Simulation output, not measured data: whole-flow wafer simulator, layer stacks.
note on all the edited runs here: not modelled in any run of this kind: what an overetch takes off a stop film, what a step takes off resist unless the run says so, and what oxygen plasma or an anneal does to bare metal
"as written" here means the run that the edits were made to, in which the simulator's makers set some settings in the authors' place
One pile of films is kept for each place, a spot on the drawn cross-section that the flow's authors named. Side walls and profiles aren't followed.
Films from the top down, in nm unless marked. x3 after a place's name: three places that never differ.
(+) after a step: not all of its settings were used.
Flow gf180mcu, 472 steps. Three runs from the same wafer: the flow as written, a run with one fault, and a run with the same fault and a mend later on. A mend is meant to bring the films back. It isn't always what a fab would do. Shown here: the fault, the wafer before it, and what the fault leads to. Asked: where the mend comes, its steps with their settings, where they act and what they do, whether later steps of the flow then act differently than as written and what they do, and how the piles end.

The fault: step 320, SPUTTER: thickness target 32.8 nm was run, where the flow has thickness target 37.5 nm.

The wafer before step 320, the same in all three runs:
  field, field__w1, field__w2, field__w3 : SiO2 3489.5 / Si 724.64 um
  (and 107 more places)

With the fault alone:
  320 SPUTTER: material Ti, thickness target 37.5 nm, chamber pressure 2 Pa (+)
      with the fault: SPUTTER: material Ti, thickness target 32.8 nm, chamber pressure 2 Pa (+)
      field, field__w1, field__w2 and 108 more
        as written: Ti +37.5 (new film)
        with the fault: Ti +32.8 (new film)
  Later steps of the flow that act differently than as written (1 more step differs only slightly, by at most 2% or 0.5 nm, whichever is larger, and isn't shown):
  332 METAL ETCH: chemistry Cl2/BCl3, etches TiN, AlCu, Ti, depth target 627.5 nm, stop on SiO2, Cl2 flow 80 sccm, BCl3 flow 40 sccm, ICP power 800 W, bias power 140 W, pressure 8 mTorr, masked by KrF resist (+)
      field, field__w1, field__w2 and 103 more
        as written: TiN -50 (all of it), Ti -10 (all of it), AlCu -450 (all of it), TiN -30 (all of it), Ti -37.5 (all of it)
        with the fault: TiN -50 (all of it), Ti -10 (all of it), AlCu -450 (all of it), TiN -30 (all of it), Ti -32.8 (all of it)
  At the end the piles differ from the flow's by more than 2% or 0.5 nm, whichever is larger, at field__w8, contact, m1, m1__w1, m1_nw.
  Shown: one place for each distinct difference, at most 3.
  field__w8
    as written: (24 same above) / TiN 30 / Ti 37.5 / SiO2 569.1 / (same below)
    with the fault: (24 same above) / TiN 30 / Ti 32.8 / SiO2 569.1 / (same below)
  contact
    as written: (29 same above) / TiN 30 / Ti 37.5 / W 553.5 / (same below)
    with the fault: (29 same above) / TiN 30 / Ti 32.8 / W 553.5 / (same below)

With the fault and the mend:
  The mend comes after step 320.
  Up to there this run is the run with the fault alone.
  320a SPUTTER: material Ti, thickness target 4.7 nm, chamber pressure 2 Pa (+) (the flow's step 320 once more, with other settings)
      field, field__w1, field__w2 and 108 more
        Ti +4.7
  No later step of the flow acts differently than as written at any place that is followed.
  At the end the piles are the same as the flow's at every place that both follow.
